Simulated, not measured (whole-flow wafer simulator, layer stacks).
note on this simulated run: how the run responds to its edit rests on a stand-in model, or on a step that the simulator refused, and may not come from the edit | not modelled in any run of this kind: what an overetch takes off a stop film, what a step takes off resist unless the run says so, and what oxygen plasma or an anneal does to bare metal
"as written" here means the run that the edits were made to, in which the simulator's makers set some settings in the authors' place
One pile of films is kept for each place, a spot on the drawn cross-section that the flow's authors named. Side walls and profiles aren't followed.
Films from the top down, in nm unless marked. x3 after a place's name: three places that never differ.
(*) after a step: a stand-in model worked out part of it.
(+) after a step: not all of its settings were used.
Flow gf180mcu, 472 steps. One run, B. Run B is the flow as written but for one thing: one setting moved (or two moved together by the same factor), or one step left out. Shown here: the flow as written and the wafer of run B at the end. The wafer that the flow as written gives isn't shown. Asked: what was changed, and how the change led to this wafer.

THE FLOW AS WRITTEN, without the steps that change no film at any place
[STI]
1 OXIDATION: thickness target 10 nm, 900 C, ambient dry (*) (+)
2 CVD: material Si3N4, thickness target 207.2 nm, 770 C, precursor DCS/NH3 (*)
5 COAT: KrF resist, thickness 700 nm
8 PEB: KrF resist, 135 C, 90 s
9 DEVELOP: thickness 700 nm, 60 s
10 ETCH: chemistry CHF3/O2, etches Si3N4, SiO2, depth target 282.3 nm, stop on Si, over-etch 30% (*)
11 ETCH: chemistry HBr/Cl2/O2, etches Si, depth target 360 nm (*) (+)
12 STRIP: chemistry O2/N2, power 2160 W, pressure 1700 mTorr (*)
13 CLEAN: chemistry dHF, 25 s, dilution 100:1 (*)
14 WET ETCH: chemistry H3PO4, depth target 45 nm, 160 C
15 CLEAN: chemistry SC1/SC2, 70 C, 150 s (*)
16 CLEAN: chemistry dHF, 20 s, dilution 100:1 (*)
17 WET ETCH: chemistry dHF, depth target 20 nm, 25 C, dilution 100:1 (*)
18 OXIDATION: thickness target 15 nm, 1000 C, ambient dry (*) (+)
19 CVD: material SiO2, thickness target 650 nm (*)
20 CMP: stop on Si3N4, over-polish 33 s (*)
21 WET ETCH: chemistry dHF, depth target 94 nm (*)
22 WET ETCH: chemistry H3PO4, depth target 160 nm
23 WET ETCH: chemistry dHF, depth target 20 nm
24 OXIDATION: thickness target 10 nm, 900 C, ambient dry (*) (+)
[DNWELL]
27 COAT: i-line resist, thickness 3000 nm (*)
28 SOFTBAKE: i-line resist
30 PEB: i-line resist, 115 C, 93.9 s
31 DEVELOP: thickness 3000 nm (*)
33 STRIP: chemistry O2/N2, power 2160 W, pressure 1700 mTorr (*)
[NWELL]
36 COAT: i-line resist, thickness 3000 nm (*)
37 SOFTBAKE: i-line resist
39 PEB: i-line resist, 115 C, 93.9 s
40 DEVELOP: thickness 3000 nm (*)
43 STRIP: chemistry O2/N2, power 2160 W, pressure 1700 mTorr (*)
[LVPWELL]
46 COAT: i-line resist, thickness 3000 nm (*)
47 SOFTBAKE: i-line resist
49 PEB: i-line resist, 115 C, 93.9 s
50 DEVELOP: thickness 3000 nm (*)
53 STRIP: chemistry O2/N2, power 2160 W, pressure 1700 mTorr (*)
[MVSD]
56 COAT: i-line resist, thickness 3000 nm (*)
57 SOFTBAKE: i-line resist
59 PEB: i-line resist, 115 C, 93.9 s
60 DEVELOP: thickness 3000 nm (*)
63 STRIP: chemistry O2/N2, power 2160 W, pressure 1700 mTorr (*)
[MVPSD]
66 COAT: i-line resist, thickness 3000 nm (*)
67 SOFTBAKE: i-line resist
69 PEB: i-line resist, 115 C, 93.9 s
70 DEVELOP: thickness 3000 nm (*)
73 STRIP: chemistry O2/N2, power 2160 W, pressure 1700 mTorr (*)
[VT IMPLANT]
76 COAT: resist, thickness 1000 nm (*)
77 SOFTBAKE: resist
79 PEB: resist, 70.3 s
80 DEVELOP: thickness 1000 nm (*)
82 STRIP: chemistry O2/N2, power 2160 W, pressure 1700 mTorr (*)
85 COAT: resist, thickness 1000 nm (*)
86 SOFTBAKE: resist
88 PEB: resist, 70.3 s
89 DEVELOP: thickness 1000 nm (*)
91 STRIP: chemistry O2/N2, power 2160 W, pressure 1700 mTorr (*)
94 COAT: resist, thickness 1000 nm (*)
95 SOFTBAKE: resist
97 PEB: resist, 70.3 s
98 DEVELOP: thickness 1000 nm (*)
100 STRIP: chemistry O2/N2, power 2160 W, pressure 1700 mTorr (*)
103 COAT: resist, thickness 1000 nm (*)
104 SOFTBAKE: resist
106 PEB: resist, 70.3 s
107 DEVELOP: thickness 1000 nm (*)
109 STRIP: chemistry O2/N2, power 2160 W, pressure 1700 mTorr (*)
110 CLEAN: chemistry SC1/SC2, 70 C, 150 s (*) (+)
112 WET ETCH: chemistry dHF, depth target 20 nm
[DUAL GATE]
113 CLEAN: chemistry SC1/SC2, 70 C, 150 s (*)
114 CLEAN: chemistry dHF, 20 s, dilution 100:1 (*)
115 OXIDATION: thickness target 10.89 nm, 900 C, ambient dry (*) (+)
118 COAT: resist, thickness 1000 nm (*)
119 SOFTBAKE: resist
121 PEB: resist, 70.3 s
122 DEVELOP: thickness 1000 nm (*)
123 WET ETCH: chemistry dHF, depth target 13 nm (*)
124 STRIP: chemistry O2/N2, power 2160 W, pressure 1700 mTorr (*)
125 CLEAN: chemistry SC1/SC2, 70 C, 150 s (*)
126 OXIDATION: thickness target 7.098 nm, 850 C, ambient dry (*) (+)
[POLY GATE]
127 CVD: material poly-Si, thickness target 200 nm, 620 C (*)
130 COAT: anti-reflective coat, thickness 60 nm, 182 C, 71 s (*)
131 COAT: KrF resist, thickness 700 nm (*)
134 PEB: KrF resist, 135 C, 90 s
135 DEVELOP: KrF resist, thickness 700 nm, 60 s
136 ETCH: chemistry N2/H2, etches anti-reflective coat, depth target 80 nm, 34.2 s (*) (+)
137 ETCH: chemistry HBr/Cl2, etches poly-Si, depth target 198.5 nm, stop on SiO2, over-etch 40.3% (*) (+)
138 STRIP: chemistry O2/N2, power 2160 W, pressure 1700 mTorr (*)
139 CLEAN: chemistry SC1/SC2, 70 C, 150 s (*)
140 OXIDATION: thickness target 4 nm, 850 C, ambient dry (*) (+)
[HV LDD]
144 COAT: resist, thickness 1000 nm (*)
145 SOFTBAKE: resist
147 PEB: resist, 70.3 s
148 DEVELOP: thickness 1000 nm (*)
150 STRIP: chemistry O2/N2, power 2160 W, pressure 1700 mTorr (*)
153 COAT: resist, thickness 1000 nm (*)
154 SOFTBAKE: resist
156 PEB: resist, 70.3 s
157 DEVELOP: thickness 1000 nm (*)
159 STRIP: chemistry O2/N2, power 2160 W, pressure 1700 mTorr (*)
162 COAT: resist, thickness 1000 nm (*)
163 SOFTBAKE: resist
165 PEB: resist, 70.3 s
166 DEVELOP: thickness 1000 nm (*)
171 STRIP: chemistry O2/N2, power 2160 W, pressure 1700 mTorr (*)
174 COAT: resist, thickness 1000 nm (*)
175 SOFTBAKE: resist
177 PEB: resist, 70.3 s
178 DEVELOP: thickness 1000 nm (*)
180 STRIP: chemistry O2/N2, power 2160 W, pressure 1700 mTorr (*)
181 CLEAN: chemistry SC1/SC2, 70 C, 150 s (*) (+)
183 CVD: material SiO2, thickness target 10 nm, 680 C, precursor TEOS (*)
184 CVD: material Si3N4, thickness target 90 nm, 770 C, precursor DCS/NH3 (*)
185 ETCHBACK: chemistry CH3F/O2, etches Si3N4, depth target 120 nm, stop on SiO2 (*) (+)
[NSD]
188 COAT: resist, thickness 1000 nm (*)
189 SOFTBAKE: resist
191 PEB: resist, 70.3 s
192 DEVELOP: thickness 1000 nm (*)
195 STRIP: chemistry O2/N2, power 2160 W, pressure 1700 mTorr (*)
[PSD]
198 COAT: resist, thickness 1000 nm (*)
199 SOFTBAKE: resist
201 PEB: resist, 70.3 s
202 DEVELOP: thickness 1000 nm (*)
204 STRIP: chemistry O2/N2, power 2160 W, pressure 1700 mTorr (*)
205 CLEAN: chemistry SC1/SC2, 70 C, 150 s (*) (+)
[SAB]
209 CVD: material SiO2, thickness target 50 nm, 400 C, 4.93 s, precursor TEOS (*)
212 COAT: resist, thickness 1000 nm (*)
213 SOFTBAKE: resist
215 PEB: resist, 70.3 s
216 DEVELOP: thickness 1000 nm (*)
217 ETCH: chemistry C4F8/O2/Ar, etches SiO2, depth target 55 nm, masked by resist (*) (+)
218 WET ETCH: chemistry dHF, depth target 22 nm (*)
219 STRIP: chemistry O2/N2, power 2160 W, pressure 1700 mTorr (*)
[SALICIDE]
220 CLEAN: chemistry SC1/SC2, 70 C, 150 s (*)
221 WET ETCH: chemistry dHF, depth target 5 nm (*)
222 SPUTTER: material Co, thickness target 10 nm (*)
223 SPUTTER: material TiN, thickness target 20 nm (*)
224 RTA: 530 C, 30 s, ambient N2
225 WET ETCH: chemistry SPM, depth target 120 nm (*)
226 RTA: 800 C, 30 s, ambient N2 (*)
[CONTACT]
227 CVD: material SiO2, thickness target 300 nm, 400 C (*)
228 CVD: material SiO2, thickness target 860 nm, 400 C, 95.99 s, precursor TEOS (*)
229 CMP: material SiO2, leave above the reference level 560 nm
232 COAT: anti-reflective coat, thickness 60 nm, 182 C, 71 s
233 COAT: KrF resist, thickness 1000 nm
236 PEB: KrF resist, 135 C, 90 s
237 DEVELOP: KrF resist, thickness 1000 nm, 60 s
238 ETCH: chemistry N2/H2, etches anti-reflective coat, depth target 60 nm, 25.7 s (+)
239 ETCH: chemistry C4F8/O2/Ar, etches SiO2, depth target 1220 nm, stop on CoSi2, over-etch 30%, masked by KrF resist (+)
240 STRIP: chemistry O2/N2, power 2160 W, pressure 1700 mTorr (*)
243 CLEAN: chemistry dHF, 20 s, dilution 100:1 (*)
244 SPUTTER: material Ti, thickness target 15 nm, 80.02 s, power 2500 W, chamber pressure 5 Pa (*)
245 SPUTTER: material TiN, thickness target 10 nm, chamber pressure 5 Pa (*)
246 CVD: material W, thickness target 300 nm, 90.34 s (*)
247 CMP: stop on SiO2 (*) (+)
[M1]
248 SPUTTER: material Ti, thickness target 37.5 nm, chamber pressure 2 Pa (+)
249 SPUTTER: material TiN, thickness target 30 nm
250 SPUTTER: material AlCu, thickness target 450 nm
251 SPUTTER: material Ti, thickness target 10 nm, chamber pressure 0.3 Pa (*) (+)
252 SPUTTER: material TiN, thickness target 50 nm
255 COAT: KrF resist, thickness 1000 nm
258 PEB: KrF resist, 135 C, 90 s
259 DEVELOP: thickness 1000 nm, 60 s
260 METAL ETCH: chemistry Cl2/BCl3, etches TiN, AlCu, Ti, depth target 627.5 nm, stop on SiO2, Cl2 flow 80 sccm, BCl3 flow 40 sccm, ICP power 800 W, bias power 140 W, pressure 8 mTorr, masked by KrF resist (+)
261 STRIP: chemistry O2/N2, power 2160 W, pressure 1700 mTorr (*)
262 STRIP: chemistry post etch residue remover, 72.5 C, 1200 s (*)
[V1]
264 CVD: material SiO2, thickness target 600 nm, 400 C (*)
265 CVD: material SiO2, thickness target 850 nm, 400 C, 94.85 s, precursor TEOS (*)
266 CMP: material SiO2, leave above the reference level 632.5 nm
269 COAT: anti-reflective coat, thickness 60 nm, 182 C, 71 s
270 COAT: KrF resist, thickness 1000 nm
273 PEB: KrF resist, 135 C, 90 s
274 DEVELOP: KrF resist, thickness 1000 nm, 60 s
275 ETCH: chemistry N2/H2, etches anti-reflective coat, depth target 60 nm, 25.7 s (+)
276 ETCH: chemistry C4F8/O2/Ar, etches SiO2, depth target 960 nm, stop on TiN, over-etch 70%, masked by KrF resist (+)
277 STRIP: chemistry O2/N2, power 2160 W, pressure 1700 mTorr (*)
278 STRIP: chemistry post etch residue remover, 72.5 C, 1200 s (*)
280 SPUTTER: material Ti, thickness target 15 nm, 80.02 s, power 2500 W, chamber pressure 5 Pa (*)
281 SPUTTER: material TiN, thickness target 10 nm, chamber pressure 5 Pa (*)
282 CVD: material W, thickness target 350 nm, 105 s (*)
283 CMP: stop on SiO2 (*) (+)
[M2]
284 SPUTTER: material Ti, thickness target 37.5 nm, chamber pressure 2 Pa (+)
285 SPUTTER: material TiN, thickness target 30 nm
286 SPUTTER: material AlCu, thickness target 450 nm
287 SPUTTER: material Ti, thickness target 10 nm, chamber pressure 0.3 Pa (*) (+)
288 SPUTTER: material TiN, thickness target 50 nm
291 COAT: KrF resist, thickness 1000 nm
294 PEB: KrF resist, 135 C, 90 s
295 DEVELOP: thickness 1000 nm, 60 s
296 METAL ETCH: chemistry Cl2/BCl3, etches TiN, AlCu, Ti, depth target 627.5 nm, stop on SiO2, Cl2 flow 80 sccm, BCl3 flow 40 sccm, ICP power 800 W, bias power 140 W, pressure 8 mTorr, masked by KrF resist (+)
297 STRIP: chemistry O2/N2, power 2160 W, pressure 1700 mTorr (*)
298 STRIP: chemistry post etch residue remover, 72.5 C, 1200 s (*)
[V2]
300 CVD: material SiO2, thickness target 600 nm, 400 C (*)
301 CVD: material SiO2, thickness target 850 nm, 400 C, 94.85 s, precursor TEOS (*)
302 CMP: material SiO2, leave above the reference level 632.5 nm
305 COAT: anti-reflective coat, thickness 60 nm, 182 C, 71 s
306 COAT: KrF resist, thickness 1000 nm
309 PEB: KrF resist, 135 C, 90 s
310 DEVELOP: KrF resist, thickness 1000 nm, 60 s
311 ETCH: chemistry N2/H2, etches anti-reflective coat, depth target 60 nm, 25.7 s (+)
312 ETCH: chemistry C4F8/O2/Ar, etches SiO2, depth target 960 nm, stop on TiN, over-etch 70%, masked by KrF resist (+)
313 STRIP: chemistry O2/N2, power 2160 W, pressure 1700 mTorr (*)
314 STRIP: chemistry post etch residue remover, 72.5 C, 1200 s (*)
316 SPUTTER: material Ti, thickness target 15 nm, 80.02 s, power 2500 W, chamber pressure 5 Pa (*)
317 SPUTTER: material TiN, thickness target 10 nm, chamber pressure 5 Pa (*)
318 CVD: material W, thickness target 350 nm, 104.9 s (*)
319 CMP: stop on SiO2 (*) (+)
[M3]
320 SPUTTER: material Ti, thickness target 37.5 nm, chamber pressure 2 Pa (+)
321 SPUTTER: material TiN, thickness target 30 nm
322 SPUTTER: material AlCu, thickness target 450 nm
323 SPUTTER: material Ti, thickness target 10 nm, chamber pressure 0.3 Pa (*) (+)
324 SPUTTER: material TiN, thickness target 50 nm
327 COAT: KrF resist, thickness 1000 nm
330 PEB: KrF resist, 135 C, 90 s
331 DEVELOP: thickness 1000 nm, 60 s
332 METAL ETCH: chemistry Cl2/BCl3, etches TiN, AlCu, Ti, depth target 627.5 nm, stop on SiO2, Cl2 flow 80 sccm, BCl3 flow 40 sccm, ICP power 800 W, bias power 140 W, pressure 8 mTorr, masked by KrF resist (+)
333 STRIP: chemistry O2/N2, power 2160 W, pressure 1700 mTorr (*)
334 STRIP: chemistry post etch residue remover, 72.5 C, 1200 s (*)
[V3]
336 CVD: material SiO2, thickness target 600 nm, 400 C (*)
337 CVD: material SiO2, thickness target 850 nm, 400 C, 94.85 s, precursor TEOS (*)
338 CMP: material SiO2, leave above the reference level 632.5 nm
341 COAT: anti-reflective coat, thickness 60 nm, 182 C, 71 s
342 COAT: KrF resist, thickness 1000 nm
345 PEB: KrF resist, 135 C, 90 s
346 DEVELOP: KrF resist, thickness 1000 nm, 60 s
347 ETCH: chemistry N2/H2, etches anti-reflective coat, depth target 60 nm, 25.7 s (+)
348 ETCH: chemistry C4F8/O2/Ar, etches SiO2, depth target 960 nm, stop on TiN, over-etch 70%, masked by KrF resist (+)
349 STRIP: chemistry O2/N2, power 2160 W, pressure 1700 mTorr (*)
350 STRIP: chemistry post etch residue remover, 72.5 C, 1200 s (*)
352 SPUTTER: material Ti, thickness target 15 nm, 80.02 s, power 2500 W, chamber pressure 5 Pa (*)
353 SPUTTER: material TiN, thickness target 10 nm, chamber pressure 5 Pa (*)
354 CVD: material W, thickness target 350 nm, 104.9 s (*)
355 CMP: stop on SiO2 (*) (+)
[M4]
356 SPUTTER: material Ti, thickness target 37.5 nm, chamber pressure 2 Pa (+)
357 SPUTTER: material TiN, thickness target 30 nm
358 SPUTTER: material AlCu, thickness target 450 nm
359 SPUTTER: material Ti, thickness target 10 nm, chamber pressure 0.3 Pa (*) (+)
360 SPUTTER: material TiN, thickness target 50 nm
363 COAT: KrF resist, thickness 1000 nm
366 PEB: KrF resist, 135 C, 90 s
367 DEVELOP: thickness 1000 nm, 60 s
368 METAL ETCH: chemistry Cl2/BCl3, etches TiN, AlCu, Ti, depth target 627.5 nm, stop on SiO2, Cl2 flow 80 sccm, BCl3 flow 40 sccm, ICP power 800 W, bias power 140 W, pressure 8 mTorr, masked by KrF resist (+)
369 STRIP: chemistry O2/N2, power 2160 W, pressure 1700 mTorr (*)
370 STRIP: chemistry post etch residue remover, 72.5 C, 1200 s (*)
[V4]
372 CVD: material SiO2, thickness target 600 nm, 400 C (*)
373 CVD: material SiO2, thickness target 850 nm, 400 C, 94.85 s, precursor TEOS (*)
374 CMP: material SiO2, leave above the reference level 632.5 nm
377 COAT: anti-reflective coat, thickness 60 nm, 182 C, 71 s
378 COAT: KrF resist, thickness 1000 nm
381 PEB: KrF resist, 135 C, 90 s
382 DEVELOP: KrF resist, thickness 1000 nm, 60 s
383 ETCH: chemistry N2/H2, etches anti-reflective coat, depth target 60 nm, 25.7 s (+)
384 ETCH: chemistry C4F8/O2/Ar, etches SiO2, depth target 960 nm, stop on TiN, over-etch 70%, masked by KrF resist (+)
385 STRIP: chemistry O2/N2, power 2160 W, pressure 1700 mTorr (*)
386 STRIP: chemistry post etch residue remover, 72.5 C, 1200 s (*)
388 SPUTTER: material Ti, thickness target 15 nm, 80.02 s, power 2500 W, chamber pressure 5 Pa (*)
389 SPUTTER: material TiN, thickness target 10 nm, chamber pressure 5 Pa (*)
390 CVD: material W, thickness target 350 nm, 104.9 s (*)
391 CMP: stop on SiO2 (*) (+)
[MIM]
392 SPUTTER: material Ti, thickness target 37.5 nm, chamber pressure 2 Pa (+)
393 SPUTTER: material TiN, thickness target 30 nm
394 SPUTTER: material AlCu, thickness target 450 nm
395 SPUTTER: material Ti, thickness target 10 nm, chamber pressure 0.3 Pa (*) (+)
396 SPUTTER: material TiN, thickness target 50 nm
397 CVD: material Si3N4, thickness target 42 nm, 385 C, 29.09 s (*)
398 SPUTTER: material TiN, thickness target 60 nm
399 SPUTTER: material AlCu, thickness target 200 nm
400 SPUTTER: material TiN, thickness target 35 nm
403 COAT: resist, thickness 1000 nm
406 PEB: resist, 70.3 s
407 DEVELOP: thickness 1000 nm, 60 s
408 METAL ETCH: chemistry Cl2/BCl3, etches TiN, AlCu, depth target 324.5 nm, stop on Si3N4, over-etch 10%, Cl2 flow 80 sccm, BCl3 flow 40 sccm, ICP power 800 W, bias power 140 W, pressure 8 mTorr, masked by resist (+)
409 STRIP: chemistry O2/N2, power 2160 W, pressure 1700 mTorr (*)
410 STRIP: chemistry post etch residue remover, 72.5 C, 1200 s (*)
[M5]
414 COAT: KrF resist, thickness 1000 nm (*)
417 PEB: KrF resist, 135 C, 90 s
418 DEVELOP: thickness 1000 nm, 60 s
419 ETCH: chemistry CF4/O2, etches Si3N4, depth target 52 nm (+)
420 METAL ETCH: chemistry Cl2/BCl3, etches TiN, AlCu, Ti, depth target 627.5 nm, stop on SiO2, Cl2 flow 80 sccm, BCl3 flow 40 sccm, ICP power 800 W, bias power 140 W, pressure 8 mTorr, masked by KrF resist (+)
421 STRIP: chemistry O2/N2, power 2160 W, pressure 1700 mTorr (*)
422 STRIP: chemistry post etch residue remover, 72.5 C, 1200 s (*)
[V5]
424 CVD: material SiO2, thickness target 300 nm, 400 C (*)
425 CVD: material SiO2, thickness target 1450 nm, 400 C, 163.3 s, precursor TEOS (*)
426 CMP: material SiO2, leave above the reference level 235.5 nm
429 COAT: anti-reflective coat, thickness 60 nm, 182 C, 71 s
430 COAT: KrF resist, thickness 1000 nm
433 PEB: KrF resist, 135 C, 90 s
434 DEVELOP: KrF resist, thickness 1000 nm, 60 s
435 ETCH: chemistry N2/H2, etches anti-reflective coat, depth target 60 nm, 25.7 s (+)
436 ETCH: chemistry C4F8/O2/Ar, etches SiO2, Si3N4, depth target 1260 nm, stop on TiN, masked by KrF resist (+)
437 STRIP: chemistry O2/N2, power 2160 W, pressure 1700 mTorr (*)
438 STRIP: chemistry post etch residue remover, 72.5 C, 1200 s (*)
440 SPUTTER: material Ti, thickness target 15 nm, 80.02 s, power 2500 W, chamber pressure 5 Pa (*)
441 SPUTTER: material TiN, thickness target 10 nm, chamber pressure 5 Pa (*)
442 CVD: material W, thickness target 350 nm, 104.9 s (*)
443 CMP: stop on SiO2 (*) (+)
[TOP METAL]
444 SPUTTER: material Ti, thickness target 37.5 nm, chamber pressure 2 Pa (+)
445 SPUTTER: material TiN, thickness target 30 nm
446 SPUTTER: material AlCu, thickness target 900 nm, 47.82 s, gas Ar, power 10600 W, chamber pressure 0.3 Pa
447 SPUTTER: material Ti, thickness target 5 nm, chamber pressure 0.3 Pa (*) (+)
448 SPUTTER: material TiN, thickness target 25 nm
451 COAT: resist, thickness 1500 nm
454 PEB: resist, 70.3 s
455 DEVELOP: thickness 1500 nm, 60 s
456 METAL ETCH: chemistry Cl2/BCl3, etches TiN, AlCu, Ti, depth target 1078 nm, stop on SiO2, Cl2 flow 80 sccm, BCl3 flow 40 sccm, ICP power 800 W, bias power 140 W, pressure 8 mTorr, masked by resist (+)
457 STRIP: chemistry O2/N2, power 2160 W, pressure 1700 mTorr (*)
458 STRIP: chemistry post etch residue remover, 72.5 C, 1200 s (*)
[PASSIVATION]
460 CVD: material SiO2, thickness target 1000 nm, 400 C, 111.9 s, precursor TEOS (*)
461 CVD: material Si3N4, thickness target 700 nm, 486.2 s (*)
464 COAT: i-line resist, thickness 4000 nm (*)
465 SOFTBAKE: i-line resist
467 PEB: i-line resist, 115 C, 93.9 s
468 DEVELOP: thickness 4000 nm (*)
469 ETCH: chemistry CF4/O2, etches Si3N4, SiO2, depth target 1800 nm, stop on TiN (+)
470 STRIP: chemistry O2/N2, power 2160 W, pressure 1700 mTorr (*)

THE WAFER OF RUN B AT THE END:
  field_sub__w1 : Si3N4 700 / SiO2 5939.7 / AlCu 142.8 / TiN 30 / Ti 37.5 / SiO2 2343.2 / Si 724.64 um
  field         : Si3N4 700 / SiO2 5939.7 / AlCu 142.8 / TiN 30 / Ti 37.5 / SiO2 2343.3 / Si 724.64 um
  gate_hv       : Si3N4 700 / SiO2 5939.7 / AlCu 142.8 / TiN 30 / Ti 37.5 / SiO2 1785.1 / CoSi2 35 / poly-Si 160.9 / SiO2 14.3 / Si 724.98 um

The cause: step 286, SPUTTER: thickness target 716 nm was run, where the flow has thickness target 450 nm.

How the change led to this, step by step:
  286 SPUTTER: material AlCu, thickness target 450 nm
      field, field__w1, field__w2 and 108 more: AlCu +716 (new film) (as written it would be: AlCu +450 (new film))
  296 METAL ETCH: chemistry Cl2/BCl3, etches TiN, AlCu, Ti, depth target 627.5 nm, stop on SiO2, Cl2 flow 80 sccm, BCl3 flow 40 sccm, ICP power 800 W, bias power 140 W, pressure 8 mTorr, masked by KrF resist (+)
      field, field__w1, field__w2 and 103 more: TiN -50 (all of it), Ti -10 (all of it), AlCu -567.5 (as written it would be: TiN -50 (all of it), Ti -10 (all of it), AlCu -450 (all of it), TiN -30 (all of it), Ti -37.5 (all of it))
  298 STRIP: chemistry post etch residue remover, 72.5 C, 1200 s (*)
      field, field__w1, field__w2 and 103 more: AlCu -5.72 (as written it would be: nothing)
  300 CVD: material SiO2, thickness target 600 nm, 400 C (*)
      field, field__w1, field__w2 and 103 more: SiO2 +600 (new film) (as written it would be: SiO2 +600)
  302 CMP: material SiO2, leave above the reference level 632.5 nm
      field, field__w1, field__w2 and 103 more: SiO2 -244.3 (as written it would be: SiO2 -300)
Counting metal films that touch as one body, field_sub__w1 has 1 body; the flow as written gives 0 bodies.
Counting metal films that touch as one body, field has 1 body; the flow as written gives 0 bodies.
Counting metal films that touch as one body, gate_hv has 2 bodies (between them, from the top down: SiO2 1785.1); the flow as written gives 1 body.
